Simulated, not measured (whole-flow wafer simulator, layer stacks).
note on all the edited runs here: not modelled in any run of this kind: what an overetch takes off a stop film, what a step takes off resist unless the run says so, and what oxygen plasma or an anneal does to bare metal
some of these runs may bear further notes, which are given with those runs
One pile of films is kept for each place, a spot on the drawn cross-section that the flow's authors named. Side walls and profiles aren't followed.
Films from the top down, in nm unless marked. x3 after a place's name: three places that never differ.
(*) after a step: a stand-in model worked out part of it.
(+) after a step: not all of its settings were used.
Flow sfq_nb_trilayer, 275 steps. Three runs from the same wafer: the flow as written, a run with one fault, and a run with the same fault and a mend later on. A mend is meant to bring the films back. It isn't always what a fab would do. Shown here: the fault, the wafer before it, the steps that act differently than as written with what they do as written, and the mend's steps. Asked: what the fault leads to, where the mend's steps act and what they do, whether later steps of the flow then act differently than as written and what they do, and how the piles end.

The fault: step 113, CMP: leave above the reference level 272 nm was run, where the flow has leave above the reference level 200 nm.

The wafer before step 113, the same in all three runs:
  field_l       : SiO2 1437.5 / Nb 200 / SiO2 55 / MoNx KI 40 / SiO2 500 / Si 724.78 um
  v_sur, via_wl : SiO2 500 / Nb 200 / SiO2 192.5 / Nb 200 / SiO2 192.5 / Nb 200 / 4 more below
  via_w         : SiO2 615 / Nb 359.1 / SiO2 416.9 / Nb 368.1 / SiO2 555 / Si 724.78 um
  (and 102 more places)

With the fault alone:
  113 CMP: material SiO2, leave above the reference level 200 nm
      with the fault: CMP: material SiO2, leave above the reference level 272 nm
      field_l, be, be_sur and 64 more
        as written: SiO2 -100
        with the fault: SiO2 -28
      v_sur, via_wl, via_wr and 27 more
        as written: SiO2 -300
        with the fault: SiO2 -228
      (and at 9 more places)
  Later steps of the flow that act differently than as written (4 more steps differ only slightly, by at most 2% or 0.5 nm, whichever is larger, and aren't shown):
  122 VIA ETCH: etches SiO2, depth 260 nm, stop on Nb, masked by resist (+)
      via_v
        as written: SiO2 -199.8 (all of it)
        with the fault: SiO2 -260
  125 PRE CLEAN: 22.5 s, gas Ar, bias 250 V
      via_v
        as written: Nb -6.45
        with the fault: SiO2 -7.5
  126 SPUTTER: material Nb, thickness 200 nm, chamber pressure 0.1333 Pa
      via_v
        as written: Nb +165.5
        with the fault: Nb +152.6 (new film)
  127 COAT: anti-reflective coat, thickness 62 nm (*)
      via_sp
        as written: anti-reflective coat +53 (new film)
        with the fault: anti-reflective coat +50.1 (new film)
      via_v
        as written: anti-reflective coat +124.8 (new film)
        with the fault: anti-reflective coat +128.6 (new film)
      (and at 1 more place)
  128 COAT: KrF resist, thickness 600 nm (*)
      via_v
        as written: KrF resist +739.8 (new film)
        with the fault: KrF resist +797.5 (new film)
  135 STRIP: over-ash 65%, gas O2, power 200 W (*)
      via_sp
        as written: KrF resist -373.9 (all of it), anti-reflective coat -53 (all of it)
        with the fault: KrF resist -369.8 (all of it), anti-reflective coat -50.1 (all of it)
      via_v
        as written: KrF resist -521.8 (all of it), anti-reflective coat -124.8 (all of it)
        with the fault: KrF resist -579.3 (all of it), anti-reflective coat -128.6 (all of it)
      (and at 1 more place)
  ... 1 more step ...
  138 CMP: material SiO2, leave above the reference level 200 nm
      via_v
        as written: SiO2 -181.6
        with the fault: SiO2 -157.1
  At the end the piles differ from the flow's by more than 2% or 0.5 nm, whichever is larger, at field_l, v_sur, via_wl and 103 more.
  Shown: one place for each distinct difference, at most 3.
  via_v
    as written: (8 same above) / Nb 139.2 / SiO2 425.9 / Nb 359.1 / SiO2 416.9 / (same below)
    with the fault: (8 same above) / Nb 139.2 / SiO2 500.1 / Nb 152.6 / SiO2 4.34 / Nb 200 / SiO2 416.9 / (same below)
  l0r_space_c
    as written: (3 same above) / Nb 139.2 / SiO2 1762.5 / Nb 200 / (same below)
    with the fault: (3 same above) / Nb 139.2 / SiO2 1834.5 / Nb 200 / (same below)
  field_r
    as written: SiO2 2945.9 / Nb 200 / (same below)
    with the fault: SiO2 3017.9 / Nb 200 / (same below)

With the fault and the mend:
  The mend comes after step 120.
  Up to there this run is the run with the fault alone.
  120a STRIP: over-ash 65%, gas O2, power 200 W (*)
      field_l, v_sur, via_wl and 102 more
        KrF resist -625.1 (all of it), anti-reflective coat -62 (all of it)
      via_v
        anti-reflective coat -62 (all of it)
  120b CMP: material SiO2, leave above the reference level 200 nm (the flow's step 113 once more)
      field_l, v_sur, via_wl and 103 more
        SiO2 -72
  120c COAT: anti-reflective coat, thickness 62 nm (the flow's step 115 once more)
      field_l, v_sur, via_wl and 103 more
        anti-reflective coat +62 (new film)
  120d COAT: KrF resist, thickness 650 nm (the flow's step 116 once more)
      field_l, v_sur, via_wl and 103 more
        KrF resist +650 (new film)
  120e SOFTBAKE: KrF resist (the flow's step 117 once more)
      changes no film at any place that is followed
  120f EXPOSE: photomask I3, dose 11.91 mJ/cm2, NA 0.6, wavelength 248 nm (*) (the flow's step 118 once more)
      changes no film at any place that is followed
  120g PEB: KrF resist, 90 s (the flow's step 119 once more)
      field_l, v_sur, via_wl and 103 more
        KrF resist -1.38
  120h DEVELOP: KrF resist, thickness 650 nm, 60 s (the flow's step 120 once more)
      field_l, v_sur, via_wl and 102 more
        KrF resist -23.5
      via_v
        KrF resist -648.6 (all of it)
  No later step of the flow acts differently than as written at any place that is followed.
  At the end the piles are the same as the flow's at every place that both follow.
